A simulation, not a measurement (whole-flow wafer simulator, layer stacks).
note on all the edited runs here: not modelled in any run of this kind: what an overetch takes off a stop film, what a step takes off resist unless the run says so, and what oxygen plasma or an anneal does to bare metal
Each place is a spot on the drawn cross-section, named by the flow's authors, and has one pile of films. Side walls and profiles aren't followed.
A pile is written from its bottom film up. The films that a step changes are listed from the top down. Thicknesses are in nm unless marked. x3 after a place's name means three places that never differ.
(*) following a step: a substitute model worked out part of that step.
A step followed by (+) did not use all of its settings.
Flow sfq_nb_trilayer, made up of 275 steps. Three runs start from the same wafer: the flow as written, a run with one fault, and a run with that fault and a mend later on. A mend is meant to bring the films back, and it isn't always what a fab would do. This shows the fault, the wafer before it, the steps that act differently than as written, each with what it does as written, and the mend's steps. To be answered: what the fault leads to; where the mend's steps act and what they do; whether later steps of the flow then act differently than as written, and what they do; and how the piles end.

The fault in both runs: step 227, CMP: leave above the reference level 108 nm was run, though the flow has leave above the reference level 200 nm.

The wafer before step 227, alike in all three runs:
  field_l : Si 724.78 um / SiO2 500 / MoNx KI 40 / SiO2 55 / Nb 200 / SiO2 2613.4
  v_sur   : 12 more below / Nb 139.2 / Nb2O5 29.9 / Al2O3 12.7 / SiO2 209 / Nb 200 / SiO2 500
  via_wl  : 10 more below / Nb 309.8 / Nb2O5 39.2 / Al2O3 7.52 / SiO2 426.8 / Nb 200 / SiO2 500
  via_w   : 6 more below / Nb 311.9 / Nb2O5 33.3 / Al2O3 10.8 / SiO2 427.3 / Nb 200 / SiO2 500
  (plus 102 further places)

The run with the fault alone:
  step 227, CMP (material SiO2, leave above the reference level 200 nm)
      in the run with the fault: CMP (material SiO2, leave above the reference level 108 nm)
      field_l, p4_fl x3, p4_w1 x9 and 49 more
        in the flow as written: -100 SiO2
        in the run with the fault: -192 SiO2
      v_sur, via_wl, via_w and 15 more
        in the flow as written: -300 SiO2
        in the run with the fault: -392 SiO2
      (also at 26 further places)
  Steps later in the flow that act otherwise than as written (3 other steps are not shown; they differ only slightly, by no more than 2% or 0.5 nm, whichever is larger):
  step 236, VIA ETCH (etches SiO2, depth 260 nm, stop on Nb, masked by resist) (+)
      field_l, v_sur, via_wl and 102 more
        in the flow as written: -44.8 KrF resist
        in the run with the fault: -27.9 KrF resist
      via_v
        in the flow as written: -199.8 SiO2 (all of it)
        in the run with the fault: -107.8 SiO2 (all of it)
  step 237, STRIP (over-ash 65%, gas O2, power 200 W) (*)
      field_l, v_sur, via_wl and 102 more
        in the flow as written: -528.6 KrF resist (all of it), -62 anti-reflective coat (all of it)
        in the run with the fault: -545.5 KrF resist (all of it), -62 anti-reflective coat (all of it)
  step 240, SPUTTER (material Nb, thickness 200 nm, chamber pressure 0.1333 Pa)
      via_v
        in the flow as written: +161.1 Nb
        in the run with the fault: +183.7 Nb
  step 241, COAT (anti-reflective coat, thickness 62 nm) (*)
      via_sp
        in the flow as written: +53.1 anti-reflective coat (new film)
        in the run with the fault: +51.3 anti-reflective coat (new film)
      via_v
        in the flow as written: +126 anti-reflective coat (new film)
        in the run with the fault: +110.3 anti-reflective coat (new film)
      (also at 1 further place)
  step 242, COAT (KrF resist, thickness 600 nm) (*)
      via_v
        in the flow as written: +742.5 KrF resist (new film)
        in the run with the fault: +658.4 KrF resist (new film)
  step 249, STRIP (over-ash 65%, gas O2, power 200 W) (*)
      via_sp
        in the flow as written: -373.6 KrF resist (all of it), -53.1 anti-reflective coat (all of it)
        in the run with the fault: -382.7 KrF resist (all of it), -51.3 anti-reflective coat (all of it)
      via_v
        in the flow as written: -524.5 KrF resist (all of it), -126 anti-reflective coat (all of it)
        in the run with the fault: -440.7 KrF resist (all of it), -110.3 anti-reflective coat (all of it)
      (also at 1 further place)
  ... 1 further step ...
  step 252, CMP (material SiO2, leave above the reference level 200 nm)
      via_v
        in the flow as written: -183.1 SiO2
        in the run with the fault: -176.8 SiO2
  At field_l, v_sur, via_wl and 103 more, the piles at the end differ from the flow's by more than 2% or 0.5 nm, whichever is larger.
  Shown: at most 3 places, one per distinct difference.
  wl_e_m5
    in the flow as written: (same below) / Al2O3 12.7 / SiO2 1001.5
    in the run with the fault: (same below) / Al2O3 12.7 / SiO2 909.5
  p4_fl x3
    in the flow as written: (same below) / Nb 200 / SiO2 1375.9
    in the run with the fault: (same below) / Nb 200 / SiO2 1283.9
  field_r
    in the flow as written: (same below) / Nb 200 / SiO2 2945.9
    in the run with the fault: (same below) / Nb 200 / SiO2 2853.9

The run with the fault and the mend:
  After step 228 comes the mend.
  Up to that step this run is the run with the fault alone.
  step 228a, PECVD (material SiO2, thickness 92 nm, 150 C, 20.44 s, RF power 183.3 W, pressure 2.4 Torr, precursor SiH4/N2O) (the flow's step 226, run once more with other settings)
      field_l, v_sur, via_wl and 103 more
        +92 SiO2
  None of the later steps of the flow differs from how it acts as written, at any place that is followed, by more than 2% or 0.5 nm, whichever is larger.
  By the end, the piles equal the flow's at every place that both follow.
